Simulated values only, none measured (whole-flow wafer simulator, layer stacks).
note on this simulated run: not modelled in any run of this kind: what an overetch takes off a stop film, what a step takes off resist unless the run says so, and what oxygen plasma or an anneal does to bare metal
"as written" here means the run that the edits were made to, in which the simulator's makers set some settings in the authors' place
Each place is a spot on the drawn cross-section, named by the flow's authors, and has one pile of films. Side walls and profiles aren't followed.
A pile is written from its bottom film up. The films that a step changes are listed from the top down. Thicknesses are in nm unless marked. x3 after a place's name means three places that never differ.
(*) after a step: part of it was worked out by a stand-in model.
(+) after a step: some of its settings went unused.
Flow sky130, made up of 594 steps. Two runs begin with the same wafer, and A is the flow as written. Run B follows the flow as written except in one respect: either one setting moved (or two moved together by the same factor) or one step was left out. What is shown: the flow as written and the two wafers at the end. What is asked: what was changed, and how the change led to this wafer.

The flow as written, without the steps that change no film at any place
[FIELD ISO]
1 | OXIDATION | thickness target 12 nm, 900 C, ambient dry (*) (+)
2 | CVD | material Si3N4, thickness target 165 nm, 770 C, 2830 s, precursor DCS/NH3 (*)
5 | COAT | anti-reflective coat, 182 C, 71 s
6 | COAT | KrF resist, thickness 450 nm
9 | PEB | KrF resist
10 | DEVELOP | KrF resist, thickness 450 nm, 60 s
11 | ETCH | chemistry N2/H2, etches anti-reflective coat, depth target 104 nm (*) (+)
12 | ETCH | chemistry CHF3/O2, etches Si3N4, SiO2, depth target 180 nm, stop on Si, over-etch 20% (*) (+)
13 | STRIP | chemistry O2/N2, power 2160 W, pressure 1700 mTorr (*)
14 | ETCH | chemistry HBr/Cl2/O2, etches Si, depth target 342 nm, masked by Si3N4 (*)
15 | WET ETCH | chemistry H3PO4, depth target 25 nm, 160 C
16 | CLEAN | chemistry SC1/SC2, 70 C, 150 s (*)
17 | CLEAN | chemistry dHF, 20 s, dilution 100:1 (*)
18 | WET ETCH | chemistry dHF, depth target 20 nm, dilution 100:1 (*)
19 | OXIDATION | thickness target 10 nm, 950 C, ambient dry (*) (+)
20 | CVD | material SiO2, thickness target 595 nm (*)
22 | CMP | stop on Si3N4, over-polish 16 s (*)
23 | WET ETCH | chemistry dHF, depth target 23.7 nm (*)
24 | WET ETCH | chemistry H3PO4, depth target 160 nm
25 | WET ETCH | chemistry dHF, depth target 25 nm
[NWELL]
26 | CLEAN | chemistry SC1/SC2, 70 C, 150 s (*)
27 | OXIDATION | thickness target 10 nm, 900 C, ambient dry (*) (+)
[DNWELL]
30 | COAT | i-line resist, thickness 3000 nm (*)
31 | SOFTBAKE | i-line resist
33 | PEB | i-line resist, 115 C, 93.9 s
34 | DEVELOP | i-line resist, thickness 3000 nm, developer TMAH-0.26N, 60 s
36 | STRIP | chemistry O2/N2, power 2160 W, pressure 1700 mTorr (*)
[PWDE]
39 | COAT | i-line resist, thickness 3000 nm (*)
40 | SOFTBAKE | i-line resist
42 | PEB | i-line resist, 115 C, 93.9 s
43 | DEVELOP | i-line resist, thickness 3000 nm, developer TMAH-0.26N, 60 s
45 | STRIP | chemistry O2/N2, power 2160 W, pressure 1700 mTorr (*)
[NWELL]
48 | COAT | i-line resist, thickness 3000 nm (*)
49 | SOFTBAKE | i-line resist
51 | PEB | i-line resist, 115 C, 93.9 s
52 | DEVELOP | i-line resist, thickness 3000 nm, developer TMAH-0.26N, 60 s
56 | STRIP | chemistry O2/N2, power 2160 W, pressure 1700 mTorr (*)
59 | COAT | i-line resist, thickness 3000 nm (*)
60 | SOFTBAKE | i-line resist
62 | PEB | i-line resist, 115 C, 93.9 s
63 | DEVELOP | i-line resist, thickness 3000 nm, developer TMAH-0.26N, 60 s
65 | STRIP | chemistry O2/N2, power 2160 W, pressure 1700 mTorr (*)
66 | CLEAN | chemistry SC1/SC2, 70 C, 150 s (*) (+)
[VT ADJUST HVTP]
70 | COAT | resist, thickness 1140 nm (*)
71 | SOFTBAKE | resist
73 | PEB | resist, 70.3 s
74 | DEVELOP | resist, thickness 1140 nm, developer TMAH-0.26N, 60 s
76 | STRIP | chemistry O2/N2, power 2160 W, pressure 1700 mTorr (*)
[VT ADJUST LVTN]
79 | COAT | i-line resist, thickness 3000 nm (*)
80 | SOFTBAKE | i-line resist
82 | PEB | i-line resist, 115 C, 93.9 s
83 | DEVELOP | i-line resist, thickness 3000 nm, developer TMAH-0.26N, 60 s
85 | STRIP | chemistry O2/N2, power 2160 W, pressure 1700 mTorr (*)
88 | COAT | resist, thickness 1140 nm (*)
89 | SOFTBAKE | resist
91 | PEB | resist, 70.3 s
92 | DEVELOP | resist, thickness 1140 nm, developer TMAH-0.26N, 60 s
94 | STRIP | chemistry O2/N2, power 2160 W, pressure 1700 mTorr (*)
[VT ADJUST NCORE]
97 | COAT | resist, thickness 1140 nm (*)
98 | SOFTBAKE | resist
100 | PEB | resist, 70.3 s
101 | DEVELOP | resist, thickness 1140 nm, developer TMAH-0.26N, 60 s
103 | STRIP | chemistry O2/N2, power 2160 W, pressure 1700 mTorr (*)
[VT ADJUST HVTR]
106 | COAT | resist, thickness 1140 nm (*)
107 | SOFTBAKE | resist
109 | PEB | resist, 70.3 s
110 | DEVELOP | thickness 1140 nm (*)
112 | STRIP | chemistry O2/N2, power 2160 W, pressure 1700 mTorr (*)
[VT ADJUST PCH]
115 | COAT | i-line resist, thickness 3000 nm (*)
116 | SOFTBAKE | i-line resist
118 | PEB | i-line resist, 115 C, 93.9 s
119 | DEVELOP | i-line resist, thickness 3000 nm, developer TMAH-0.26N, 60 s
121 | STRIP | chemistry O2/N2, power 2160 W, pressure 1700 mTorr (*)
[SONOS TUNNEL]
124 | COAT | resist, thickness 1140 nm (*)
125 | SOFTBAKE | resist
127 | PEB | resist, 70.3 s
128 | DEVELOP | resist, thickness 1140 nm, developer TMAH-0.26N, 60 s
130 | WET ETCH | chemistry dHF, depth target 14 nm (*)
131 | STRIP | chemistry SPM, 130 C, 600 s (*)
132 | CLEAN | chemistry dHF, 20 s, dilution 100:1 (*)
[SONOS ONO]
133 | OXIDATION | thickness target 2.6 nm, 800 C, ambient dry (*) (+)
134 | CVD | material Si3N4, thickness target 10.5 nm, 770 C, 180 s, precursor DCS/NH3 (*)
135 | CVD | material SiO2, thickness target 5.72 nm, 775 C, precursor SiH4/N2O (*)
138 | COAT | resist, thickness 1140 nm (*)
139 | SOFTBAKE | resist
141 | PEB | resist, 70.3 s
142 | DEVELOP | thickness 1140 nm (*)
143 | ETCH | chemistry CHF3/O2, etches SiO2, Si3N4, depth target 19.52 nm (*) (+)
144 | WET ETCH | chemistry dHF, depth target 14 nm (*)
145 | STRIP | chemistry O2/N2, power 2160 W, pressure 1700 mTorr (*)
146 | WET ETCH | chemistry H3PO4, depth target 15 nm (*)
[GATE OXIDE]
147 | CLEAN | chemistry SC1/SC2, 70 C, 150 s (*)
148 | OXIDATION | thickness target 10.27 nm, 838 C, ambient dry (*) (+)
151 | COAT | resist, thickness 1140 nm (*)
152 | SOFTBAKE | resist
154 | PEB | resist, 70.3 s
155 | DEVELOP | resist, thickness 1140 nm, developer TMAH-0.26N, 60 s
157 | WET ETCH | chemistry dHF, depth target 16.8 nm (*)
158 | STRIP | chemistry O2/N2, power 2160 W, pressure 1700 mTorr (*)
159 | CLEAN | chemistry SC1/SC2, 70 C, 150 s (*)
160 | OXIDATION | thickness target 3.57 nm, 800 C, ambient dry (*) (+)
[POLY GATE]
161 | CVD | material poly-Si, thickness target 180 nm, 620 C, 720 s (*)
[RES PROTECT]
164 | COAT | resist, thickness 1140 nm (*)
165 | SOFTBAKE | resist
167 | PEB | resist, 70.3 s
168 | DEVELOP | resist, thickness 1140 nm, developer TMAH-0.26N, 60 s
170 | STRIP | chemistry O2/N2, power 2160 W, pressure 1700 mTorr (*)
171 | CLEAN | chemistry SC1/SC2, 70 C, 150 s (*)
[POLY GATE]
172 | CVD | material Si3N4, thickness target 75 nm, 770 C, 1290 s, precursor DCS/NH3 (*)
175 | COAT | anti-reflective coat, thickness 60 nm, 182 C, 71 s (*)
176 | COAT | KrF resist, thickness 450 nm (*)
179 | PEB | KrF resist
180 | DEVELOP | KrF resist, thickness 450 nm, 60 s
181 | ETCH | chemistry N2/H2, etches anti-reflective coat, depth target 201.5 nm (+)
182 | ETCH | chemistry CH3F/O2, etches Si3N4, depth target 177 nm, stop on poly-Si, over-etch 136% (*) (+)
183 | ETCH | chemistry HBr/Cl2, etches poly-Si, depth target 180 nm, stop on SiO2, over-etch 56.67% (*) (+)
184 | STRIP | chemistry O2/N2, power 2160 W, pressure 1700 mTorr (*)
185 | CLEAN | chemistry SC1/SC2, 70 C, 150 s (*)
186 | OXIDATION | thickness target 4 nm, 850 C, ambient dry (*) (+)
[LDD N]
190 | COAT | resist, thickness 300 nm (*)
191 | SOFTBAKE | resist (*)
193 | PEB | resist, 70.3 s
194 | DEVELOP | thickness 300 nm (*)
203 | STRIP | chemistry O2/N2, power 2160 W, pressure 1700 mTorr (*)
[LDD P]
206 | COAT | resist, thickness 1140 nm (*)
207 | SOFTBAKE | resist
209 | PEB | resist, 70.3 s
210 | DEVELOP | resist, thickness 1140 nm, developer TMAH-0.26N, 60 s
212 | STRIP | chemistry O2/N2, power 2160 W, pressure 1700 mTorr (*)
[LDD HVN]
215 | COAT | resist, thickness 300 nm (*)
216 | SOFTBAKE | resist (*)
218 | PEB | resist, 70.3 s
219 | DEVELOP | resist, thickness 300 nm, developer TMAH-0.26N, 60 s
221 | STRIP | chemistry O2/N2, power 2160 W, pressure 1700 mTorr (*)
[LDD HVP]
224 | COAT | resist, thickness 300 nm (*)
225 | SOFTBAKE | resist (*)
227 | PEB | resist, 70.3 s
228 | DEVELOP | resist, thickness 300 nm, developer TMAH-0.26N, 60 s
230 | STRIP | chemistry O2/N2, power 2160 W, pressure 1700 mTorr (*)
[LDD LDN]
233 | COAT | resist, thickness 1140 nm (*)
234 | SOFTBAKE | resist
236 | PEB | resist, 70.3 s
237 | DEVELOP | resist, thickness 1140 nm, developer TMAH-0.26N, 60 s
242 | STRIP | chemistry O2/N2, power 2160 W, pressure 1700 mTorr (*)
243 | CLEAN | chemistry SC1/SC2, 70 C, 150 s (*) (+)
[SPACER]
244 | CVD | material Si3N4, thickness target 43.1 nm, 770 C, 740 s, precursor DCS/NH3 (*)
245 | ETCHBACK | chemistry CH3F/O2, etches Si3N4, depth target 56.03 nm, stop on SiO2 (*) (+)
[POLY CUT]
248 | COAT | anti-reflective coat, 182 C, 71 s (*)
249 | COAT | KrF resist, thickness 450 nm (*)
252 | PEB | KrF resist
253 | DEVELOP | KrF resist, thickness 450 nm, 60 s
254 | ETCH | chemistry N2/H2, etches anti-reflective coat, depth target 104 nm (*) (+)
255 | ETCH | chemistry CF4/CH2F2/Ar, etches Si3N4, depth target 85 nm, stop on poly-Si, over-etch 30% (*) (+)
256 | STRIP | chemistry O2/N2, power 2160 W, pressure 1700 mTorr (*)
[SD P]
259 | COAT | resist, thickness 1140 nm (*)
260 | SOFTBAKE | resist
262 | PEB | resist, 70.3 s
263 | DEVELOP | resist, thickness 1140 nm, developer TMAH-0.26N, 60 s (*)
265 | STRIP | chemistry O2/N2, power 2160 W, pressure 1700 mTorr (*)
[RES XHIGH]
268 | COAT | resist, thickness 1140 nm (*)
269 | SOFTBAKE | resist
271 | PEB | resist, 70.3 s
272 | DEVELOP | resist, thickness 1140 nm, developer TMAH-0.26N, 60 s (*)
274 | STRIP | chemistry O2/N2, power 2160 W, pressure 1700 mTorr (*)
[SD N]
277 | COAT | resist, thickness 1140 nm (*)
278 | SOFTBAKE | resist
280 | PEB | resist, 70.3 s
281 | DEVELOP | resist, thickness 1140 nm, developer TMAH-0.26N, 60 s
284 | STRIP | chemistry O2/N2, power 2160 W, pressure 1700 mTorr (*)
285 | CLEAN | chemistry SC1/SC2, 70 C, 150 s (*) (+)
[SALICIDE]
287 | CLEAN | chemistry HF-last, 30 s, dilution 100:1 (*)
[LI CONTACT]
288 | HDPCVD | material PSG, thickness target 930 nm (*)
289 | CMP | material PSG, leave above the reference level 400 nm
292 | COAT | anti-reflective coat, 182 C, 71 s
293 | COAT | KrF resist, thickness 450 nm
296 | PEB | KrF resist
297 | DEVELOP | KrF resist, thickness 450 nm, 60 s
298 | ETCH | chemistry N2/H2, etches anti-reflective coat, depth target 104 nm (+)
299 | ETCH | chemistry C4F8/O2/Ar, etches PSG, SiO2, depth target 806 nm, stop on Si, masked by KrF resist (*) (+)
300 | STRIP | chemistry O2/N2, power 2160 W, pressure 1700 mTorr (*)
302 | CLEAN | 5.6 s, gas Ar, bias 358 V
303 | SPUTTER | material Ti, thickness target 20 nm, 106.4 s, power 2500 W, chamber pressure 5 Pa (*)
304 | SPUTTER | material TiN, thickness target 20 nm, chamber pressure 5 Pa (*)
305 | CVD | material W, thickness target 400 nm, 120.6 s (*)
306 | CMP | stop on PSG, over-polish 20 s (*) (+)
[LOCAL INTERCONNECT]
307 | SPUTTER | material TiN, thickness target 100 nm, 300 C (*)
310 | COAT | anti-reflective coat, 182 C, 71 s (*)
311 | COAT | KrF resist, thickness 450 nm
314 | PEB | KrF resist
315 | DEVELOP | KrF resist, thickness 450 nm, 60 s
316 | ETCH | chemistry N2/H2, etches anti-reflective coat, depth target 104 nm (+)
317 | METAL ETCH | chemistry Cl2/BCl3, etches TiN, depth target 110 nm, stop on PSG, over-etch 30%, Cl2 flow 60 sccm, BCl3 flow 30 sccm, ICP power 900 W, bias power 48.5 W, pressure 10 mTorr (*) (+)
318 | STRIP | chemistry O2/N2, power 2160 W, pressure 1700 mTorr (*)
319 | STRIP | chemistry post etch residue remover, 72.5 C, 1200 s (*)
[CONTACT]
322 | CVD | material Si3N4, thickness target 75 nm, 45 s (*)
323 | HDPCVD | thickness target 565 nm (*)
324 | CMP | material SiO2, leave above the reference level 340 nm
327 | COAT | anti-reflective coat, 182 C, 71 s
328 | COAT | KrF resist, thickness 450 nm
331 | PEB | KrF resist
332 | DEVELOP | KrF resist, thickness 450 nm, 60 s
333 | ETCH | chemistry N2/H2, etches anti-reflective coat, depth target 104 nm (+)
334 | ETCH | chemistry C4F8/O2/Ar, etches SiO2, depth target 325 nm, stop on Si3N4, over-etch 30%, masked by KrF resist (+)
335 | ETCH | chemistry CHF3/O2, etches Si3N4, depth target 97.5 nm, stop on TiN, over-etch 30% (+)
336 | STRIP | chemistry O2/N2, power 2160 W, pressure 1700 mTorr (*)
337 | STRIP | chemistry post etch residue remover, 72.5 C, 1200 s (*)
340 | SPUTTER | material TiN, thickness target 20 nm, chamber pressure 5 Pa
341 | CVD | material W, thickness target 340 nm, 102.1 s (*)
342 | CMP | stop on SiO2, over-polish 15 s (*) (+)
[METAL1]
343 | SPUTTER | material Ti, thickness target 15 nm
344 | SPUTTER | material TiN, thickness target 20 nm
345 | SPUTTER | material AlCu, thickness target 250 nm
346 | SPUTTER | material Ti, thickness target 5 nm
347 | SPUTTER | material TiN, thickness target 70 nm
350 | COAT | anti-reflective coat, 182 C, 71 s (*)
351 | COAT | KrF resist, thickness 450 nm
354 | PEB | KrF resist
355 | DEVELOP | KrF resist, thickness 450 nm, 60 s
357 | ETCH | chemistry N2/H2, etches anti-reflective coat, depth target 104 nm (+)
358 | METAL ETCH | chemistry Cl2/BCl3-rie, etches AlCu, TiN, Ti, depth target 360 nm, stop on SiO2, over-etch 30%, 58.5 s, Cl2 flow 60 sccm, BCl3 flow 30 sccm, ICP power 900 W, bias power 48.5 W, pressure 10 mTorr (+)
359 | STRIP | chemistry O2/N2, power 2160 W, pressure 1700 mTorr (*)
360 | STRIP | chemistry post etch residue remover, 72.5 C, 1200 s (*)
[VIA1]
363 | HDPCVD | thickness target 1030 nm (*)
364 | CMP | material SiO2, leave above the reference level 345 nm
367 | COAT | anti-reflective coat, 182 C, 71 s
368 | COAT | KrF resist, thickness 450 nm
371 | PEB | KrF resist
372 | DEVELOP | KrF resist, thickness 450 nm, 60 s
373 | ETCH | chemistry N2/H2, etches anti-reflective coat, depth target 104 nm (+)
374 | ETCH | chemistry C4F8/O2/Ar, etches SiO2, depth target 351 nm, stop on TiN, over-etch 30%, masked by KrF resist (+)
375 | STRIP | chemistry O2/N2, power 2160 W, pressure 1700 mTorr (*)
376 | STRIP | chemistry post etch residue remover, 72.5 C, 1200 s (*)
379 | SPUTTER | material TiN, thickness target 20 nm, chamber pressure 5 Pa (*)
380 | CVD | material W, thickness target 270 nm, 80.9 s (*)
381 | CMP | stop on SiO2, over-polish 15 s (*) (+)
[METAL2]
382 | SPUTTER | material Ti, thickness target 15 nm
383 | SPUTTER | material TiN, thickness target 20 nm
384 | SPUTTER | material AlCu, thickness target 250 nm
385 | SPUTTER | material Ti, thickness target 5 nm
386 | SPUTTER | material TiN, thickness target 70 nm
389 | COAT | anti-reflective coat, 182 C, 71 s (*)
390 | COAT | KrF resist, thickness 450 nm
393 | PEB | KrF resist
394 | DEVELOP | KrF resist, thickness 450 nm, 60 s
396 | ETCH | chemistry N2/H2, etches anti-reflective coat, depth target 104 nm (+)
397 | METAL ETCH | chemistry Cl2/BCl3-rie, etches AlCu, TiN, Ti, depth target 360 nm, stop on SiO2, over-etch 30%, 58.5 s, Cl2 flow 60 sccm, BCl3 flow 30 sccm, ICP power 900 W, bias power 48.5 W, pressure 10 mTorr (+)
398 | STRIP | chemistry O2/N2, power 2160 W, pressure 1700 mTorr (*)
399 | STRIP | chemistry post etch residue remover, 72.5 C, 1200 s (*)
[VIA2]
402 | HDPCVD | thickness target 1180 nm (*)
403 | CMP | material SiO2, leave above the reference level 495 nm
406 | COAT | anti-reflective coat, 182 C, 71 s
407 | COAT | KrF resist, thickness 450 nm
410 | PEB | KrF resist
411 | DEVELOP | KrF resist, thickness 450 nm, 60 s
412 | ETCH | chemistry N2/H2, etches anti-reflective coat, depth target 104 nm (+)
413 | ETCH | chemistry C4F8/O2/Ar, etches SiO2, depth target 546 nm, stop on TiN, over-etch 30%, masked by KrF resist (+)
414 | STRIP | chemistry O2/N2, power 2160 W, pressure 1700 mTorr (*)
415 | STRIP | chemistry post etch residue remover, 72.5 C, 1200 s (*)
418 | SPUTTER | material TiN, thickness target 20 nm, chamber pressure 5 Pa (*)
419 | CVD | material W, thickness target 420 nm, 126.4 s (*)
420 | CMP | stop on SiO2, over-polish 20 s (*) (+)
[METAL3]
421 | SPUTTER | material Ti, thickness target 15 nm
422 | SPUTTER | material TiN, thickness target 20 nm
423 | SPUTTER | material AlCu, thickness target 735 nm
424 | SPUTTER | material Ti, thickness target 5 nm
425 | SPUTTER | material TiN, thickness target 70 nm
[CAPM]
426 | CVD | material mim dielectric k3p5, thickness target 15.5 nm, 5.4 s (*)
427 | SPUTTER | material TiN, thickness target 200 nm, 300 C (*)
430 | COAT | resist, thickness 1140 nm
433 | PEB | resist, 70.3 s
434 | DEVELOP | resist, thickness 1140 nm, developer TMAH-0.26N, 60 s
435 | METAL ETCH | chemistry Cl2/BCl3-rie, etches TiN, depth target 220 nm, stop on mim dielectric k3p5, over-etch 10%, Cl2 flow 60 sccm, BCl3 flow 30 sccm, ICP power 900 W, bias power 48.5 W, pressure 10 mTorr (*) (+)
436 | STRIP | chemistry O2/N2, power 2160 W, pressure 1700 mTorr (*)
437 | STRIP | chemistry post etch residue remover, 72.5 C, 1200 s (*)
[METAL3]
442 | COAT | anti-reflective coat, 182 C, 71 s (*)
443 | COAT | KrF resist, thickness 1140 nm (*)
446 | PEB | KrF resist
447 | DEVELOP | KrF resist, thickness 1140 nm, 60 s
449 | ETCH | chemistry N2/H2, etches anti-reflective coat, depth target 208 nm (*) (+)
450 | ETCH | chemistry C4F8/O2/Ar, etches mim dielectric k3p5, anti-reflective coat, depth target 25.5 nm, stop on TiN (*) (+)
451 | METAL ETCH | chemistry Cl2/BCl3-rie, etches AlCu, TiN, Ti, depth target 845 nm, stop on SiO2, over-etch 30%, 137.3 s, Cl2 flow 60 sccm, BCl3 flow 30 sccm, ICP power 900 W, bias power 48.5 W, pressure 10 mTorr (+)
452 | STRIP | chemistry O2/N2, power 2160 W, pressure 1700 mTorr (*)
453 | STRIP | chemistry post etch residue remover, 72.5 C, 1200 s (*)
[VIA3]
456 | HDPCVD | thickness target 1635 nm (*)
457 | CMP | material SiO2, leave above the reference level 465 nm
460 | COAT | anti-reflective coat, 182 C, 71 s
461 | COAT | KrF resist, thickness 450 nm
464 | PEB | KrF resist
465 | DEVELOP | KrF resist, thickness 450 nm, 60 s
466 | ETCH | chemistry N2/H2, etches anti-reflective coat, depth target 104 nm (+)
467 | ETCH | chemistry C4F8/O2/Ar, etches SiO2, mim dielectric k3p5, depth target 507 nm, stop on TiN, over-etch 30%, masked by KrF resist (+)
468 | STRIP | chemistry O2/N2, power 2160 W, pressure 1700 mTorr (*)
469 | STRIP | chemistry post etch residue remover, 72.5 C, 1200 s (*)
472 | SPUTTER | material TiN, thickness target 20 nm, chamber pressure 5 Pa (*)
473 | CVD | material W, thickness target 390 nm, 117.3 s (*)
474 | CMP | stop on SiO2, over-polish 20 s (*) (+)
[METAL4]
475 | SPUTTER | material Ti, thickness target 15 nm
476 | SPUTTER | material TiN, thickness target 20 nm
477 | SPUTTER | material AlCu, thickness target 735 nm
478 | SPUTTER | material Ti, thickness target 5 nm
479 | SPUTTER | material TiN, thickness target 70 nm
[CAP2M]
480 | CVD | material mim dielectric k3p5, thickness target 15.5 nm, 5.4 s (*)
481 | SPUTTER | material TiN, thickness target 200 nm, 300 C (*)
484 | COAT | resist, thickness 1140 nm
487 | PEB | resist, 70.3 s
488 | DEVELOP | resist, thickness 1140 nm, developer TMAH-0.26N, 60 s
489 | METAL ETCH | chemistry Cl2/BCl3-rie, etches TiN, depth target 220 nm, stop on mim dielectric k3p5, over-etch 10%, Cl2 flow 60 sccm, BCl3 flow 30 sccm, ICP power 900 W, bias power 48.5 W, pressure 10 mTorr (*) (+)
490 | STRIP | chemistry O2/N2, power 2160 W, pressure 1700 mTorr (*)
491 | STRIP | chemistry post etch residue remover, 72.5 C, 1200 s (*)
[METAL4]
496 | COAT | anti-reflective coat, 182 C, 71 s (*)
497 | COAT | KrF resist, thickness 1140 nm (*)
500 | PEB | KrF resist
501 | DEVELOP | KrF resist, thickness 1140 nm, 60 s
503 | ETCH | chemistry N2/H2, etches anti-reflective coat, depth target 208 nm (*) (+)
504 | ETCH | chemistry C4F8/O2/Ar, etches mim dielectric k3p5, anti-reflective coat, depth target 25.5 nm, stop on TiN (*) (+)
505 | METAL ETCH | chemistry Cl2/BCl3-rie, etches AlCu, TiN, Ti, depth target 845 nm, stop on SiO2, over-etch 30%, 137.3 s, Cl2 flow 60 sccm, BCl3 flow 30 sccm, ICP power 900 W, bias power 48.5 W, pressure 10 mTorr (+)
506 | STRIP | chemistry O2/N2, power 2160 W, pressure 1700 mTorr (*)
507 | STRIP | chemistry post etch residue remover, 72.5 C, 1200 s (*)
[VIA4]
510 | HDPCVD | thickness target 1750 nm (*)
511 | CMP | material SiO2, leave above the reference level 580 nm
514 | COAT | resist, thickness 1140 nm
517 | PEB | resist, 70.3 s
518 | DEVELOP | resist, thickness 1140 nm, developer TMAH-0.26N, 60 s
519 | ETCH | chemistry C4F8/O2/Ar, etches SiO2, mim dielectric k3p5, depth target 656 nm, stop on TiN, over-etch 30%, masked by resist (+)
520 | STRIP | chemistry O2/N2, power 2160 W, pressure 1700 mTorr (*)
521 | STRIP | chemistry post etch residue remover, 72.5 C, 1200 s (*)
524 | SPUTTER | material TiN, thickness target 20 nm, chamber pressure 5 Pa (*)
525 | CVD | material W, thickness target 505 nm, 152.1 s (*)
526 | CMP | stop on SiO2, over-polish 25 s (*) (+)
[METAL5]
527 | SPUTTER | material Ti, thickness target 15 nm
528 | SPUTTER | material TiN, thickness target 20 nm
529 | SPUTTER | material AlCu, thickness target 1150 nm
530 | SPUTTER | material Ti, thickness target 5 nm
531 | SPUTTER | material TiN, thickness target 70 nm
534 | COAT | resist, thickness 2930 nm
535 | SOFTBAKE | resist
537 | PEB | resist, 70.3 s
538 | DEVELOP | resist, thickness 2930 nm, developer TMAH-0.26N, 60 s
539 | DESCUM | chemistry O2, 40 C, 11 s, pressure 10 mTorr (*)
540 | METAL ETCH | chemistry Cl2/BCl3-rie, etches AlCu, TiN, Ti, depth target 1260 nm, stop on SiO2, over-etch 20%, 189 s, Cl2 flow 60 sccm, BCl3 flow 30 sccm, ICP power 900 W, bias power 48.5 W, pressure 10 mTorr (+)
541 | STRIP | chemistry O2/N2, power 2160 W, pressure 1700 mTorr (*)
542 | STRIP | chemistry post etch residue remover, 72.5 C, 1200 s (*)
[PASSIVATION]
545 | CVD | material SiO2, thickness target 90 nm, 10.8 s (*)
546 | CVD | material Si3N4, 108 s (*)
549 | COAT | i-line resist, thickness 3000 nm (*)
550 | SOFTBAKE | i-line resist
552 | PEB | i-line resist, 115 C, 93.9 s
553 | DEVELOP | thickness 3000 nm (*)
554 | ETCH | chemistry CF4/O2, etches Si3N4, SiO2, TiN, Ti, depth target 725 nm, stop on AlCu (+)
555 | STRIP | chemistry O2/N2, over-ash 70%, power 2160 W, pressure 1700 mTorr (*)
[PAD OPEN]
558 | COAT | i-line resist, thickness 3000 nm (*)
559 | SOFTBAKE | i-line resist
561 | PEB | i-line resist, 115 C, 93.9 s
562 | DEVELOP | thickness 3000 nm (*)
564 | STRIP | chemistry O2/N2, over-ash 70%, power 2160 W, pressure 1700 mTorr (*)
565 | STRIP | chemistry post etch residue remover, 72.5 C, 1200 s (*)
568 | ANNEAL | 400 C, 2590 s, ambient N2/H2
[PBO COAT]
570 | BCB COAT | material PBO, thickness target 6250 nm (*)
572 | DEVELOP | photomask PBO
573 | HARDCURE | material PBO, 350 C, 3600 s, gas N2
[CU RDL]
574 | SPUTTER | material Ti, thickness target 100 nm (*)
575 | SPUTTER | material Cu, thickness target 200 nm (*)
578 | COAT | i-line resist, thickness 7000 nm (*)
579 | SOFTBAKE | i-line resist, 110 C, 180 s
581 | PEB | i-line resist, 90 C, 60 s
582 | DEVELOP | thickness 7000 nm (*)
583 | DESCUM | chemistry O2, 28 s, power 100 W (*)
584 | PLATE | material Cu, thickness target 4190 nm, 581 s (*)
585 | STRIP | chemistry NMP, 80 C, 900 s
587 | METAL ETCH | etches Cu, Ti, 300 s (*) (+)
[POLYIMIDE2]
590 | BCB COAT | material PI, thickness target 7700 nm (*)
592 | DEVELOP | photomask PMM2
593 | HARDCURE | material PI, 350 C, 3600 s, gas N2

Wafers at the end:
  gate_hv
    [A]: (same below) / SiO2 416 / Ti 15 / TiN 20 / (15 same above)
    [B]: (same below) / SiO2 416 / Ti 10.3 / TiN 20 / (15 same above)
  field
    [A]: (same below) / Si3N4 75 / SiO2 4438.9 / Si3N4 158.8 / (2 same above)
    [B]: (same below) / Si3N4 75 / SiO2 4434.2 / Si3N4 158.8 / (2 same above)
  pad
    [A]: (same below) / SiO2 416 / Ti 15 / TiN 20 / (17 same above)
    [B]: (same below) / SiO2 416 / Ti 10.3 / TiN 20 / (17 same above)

Cause: step 421, SPUTTER: thickness target 10.3 nm was run, though the flow has thickness target 15 nm.
The wafer itself shows it: gate_hv has Ti 10.3, and step 421 as written asks for 15 nm.

The path from the change to this, step by step:
  421 | SPUTTER | material Ti, thickness target 15 nm
      field, active, n_well and 188 more: A Ti gains 15 (new film) | B Ti gains 10.3 (new film)
  451 | METAL ETCH | chemistry Cl2/BCl3-rie, etches AlCu, TiN, Ti, depth target 845 nm, stop on SiO2, over-etch 30%, 137.3 s, Cl2 flow 60 sccm, BCl3 flow 30 sccm, ICP power 900 W, bias power 48.5 W, pressure 10 mTorr (+)
      field, gate, spacer and 68 more: A TiN loses 70 (all of it), Ti loses 5 (all of it), AlCu loses 735 (all of it), TiN loses 20 (all of it), Ti loses 15 (all of it), SiO2 loses 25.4 | B TiN loses 70 (all of it), Ti loses 5 (all of it), AlCu loses 735 (all of it), TiN loses 20 (all of it), Ti loses 10.3 (all of it), SiO2 loses 25.8
      active, vpp_ln, vpp_iso2 and 11 more: A TiN loses 70 (all of it), Ti loses 5 (all of it), AlCu loses 735 (all of it), TiN loses 20 (all of it), Ti loses 15 (all of it), SiO2 loses 25.3 | B TiN loses 70 (all of it), Ti loses 5 (all of it), AlCu loses 735 (all of it), TiN loses 20 (all of it), Ti loses 10.3 (all of it), SiO2 loses 25.8
